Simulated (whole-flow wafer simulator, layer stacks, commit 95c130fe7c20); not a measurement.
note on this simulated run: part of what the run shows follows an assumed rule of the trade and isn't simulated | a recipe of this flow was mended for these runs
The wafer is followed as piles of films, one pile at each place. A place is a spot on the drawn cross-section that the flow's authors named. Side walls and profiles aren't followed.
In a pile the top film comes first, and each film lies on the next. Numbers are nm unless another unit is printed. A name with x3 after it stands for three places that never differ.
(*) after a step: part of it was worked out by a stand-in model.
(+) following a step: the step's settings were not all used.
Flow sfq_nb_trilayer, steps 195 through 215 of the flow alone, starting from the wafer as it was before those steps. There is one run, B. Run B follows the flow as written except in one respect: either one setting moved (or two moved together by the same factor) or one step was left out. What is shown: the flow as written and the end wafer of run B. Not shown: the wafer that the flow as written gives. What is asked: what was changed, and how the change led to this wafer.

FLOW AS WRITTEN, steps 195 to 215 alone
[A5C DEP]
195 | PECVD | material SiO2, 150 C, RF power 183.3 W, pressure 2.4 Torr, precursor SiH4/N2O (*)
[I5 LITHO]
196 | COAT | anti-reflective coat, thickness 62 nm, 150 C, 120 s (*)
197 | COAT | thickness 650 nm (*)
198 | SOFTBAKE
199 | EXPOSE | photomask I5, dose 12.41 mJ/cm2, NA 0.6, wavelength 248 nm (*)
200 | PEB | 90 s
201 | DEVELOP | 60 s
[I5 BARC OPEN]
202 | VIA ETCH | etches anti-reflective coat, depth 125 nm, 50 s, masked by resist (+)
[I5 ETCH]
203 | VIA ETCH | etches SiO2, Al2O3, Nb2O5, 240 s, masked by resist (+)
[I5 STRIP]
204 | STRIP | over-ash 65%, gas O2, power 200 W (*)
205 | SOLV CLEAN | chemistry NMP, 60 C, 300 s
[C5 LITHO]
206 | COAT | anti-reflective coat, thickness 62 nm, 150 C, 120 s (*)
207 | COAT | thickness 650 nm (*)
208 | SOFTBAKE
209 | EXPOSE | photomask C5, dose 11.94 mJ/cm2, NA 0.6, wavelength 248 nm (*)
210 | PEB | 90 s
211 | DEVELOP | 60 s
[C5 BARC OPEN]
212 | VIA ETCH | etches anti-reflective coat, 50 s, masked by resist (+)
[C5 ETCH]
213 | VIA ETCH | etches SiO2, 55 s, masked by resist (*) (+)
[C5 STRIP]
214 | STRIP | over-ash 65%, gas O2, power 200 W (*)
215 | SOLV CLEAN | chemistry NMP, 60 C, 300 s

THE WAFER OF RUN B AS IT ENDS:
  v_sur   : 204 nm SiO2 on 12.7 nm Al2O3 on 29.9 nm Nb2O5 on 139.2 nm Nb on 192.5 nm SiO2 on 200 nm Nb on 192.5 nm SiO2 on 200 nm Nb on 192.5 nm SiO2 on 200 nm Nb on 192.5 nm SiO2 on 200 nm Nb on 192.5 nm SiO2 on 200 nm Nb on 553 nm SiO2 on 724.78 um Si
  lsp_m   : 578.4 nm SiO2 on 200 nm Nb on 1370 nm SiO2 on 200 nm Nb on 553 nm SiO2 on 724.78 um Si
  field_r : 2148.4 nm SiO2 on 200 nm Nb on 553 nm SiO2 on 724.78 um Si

What caused this: step 195, PECVD: RF power 137.9 W was run, while the flow as written has RF power 183.3 W.

How this came from the change, step by step:
  195 | PECVD | material SiO2, 150 C, RF power 183.3 W, pressure 2.4 Torr, precursor SiH4/N2O (*)
      field_l, v_sur, via_wl and 92 more: +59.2 SiO2 (in the flow as written it would be: +70 SiO2)
      ce_l, c5j, ce_r and 8 more: +59.2 SiO2 (new film) (in the flow as written it would be: +70 SiO2 (new film))
  203 | VIA ETCH | etches SiO2, Al2O3, Nb2O5, 240 s, masked by resist (+)
      be: -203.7 SiO2 (all of it), -12.7 Al2O3 (all of it), -29.9 Nb2O5 (all of it), -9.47 Nb (in the flow as written it would be: -214.5 SiO2 (all of it), -12.7 Al2O3 (all of it), -29.9 Nb2O5 (all of it), -8.57 Nb)
  213 | VIA ETCH | etches SiO2, 55 s, masked by resist (*) (+)
      c5j: -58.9 SiO2 (all of it), -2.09 Nb (in the flow as written it would be: -69.7 SiO2 (all of it), -1.19 Nb)
      res: -58.9 SiO2 (all of it), -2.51 Ti (in the flow as written it would be: -69.7 SiO2 (all of it), -1.43 Ti)
